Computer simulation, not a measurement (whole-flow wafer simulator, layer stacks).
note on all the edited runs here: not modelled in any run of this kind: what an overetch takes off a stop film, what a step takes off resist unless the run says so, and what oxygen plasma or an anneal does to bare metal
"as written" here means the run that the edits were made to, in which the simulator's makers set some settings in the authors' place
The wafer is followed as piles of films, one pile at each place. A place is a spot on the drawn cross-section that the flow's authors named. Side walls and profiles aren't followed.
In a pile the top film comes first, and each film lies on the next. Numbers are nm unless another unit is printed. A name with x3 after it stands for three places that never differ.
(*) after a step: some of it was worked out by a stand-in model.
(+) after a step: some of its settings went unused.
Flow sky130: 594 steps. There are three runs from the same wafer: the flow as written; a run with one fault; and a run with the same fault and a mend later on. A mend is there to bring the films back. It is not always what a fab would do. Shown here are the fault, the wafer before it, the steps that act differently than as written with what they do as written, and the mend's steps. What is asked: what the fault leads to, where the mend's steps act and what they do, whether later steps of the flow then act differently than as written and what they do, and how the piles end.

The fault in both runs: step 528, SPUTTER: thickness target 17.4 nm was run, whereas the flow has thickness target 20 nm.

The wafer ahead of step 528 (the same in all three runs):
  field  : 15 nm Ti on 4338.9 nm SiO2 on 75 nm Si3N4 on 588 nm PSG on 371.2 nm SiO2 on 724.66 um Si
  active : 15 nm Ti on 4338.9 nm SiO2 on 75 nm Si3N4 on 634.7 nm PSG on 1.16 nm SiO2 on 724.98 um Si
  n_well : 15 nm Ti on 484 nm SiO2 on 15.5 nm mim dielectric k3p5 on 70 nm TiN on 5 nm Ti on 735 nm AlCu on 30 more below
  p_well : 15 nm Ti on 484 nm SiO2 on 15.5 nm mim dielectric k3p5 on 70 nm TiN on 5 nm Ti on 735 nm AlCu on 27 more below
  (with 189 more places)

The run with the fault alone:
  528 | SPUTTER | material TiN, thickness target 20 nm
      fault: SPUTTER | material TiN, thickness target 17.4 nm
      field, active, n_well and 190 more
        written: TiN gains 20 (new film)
        fault: TiN gains 17.4 (new film)
  Later steps of the flow acting differently than as written (20 more steps, not shown, differ only slightly: by at most 2% or 0.5 nm, whichever is larger):
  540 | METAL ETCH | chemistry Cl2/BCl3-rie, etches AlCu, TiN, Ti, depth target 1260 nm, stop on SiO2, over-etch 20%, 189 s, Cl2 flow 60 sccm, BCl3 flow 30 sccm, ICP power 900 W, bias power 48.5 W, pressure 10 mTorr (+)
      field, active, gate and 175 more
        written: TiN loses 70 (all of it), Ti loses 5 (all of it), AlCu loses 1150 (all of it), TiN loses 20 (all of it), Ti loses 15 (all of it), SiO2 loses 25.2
        fault: TiN loses 70 (all of it), Ti loses 5 (all of it), AlCu loses 1150 (all of it), TiN loses 17.4 (all of it), Ti loses 15 (all of it), SiO2 loses 25.5
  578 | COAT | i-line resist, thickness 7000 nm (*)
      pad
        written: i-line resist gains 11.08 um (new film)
        fault: i-line resist gains 11.09 um (new film)
  By the end, the piles at n_well, p_well, sd_n and 12 more depart from the flow's by more than 2% or 0.5 nm, whichever is larger.
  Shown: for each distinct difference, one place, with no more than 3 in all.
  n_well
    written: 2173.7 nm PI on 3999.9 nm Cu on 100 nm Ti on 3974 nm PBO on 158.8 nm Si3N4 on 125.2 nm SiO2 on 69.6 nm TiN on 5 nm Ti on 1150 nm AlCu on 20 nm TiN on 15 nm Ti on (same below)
    fault: 2174 nm PI on 3999.9 nm Cu on 100 nm Ti on 3975.9 nm PBO on 158.8 nm Si3N4 on 125.2 nm SiO2 on 69.6 nm TiN on 5 nm Ti on 1150 nm AlCu on 17.4 nm TiN on 15 nm Ti on (same below)
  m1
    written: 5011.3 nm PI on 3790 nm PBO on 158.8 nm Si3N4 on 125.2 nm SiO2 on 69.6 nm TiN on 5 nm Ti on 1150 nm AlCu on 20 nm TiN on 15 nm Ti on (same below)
    fault: 5011.4 nm PI on 3792.1 nm PBO on 158.8 nm Si3N4 on 125.2 nm SiO2 on 69.6 nm TiN on 5 nm Ti on 1150 nm AlCu on 17.4 nm TiN on 15 nm Ti on (same below)
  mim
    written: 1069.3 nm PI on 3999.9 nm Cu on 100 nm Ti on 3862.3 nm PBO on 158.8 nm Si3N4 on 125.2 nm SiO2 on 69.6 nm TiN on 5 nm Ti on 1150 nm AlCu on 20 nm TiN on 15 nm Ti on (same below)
    fault: 1069.6 nm PI on 3999.9 nm Cu on 100 nm Ti on 3864.3 nm PBO on 158.8 nm Si3N4 on 125.2 nm SiO2 on 69.6 nm TiN on 5 nm Ti on 1150 nm AlCu on 17.4 nm TiN on 15 nm Ti on (same below)

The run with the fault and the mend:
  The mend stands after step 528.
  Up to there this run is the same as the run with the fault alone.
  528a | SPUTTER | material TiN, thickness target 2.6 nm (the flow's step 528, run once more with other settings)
      field, active, n_well and 190 more
        TiN gains 2.6
  None of the later steps of the flow acts differently than as written at any place that is followed.
  At every place that both follow, the piles at the end match the flow's.
